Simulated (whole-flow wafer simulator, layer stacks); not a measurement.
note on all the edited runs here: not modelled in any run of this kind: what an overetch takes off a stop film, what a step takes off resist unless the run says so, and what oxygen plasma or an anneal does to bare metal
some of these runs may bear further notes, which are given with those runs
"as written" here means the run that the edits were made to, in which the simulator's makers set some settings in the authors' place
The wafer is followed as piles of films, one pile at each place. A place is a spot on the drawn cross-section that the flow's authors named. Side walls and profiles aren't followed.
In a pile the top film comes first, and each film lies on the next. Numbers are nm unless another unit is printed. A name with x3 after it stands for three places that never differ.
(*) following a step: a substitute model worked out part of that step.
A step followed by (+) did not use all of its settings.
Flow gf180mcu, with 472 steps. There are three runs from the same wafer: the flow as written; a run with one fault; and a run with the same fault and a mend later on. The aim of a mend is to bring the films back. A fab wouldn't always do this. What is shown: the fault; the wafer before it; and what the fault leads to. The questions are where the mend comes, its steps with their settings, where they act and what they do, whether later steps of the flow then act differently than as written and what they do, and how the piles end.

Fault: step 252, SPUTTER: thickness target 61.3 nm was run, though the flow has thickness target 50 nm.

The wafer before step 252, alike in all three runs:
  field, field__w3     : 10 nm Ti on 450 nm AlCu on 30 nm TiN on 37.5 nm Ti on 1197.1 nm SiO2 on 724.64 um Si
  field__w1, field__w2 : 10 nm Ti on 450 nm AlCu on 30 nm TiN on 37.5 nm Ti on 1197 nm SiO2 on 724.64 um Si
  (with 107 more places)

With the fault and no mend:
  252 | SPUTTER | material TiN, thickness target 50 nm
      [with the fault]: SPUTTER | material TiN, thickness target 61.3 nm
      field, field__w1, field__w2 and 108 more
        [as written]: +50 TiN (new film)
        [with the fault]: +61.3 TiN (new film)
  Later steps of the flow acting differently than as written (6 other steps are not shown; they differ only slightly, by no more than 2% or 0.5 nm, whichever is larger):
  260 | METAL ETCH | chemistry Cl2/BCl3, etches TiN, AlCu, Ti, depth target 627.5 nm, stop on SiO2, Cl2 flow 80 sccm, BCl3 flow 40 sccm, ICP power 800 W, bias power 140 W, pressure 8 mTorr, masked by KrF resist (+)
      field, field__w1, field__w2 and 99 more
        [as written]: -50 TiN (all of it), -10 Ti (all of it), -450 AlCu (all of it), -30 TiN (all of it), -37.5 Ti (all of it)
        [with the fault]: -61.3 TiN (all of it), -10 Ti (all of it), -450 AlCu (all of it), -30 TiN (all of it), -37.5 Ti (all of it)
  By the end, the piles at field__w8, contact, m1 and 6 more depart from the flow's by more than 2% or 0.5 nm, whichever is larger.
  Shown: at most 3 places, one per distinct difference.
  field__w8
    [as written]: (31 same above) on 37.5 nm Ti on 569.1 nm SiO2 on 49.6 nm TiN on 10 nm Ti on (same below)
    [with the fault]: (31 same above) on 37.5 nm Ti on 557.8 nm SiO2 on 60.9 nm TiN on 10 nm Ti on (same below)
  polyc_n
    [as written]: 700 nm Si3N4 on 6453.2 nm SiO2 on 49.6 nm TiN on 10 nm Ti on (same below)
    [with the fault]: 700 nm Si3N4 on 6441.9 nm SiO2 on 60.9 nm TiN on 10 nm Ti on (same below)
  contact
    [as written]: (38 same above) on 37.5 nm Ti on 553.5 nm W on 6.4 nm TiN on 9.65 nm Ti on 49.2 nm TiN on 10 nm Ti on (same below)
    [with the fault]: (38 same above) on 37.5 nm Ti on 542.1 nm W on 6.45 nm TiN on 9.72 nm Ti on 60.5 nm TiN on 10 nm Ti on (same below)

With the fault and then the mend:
  The mend stands after step 259.
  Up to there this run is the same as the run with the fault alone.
  259a | STRIP | chemistry O2/N2, power 2160 W, pressure 1700 mTorr (*)
      field__w8, contact, m1 and 6 more
        -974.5 KrF resist (all of it)
  259b | METAL ETCH | chemistry Cl2/BCl3, etches TiN, AlCu, Ti, depth target 11.3 nm, Cl2 flow 80 sccm, BCl3 flow 40 sccm, ICP power 800 W, bias power 140 W, pressure 8 mTorr
      field, field__w1, field__w2 and 108 more
        -11.3 TiN
  259c | HMDS | 120 C, 60 s (the flow's step 254, run once more)
      alters no film at any place that is followed
  259d | COAT | KrF resist, thickness 1000 nm (the flow's step 255, run once more)
      field, field__w1, field__w2 and 108 more
        +1000 KrF resist (new film)
  259e | SOFTBAKE | KrF resist (the flow's step 256, run once more)
      alters no film at any place that is followed
  259f | EXPOSE | photomask Metal1 (the flow's step 257, run once more)
      alters no film at any place that is followed
  259g | PEB | KrF resist, 135 C, 90 s (the flow's step 258, run once more)
      field, field__w1, field__w2 and 108 more
        -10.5 KrF resist
  259h | DEVELOP | thickness 1000 nm, 60 s (the flow's step 259, run once more)
      field, field__w1, field__w2 and 99 more
        -989.5 KrF resist (all of it)
      field__w8, contact, m1 and 6 more
        -14.9 KrF resist
  Later steps of the flow that are run all act as written at every place that is followed.
  At every place that both follow, the piles at the end match the flow's.
